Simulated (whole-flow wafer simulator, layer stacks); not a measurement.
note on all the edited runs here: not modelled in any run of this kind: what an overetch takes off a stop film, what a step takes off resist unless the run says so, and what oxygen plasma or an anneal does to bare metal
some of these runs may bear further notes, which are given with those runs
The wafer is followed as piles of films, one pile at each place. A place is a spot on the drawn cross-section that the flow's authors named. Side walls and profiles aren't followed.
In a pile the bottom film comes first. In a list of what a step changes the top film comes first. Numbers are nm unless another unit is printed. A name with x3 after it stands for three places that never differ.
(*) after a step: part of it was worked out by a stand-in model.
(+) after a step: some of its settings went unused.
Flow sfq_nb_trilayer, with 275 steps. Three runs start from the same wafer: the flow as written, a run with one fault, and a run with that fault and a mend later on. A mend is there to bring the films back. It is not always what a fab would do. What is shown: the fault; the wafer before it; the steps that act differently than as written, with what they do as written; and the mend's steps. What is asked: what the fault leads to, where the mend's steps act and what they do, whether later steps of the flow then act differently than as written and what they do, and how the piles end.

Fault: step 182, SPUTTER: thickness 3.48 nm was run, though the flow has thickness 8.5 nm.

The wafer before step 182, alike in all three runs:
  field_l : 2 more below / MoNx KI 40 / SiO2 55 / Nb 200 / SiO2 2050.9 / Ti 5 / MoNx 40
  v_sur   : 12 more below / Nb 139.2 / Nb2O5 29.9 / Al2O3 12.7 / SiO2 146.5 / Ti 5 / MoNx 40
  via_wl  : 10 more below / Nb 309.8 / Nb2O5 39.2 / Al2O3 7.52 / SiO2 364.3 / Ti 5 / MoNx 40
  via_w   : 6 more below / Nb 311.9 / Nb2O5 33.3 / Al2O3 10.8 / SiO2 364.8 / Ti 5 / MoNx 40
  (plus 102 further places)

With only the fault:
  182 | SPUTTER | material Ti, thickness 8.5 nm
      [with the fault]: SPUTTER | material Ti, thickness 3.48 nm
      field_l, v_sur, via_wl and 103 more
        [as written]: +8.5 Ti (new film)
        [with the fault]: +3.48 Ti (new film)
  Steps later in the flow that act otherwise than as written (11 more steps, not shown, differ only slightly: by at most 2% or 0.5 nm, whichever is larger):
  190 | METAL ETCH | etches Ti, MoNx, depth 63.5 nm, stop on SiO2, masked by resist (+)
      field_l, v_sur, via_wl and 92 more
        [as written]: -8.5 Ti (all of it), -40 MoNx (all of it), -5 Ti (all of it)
        [with the fault]: -3.48 Ti (all of it), -40 MoNx (all of it), -5 Ti (all of it)
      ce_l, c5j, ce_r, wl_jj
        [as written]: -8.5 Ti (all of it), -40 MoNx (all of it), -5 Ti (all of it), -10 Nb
        [with the fault]: -3.48 Ti (all of it), -40 MoNx (all of it), -5 Ti (all of it), -15 Nb
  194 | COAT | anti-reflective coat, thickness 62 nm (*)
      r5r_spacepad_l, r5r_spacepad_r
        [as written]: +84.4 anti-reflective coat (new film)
        [with the fault]: +82.2 anti-reflective coat (new film)
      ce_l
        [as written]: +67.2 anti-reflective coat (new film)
        [with the fault]: +69.4 anti-reflective coat (new film)
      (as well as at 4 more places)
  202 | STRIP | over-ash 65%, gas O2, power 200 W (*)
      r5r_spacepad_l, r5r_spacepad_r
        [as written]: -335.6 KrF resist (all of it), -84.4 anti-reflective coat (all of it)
        [with the fault]: -335.4 KrF resist (all of it), -82.2 anti-reflective coat (all of it)
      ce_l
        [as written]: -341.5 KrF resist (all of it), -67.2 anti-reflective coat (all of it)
        [with the fault]: -342.8 KrF resist (all of it), -69.4 anti-reflective coat (all of it)
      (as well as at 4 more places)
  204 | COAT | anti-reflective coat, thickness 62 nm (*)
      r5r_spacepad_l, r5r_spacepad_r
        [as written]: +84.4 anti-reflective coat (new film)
        [with the fault]: +82.2 anti-reflective coat (new film)
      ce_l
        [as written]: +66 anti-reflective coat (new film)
        [with the fault]: +68.2 anti-reflective coat (new film)
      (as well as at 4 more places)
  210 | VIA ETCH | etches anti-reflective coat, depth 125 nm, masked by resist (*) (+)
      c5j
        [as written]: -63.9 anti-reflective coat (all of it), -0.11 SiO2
        [with the fault]: -65.3 anti-reflective coat (all of it), -0.1 SiO2
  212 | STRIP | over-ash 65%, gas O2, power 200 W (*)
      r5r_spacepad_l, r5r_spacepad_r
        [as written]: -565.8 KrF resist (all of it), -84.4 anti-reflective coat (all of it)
        [with the fault]: -565.2 KrF resist (all of it), -82.2 anti-reflective coat (all of it)
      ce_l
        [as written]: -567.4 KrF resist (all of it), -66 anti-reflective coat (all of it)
        [with the fault]: -568.4 KrF resist (all of it), -68.2 anti-reflective coat (all of it)
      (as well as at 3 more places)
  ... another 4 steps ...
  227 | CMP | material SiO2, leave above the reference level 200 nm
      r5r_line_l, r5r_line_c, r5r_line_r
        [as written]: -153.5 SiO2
        [with the fault]: -148.5 SiO2
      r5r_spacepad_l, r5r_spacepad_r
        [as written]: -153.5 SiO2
        [with the fault]: -146 SiO2
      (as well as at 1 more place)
  By the end, the piles at ce_l, ce_r, be_r and 7 more depart from the flow's by more than 2% or 0.5 nm, whichever is larger.
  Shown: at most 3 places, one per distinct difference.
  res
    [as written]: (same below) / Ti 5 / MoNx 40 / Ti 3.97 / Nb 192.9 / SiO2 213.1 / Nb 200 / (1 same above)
    [with the fault]: (same below) / Ti 5 / MoNx 39 / Nb 192.9 / SiO2 218.1 / Nb 200 / (1 same above)
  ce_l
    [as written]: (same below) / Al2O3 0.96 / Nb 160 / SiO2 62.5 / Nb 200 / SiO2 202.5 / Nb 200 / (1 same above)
    [with the fault]: (same below) / Al2O3 0.96 / Nb 155 / SiO2 62.5 / Nb 200 / SiO2 207.5 / Nb 200 / (1 same above)
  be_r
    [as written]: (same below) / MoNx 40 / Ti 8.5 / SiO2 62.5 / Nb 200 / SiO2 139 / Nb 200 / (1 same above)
    [with the fault]: (same below) / MoNx 40 / Ti 3.48 / SiO2 62.5 / Nb 200 / SiO2 144 / Nb 200 / (1 same above)

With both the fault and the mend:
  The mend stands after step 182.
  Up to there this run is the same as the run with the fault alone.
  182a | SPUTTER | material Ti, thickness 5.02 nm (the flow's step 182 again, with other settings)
      field_l, v_sur, via_wl and 103 more
        +5.02 Ti
  None of the later steps of the flow acts differently than as written at any place that is followed.
  At every place that both follow, the piles at the end match the flow's.
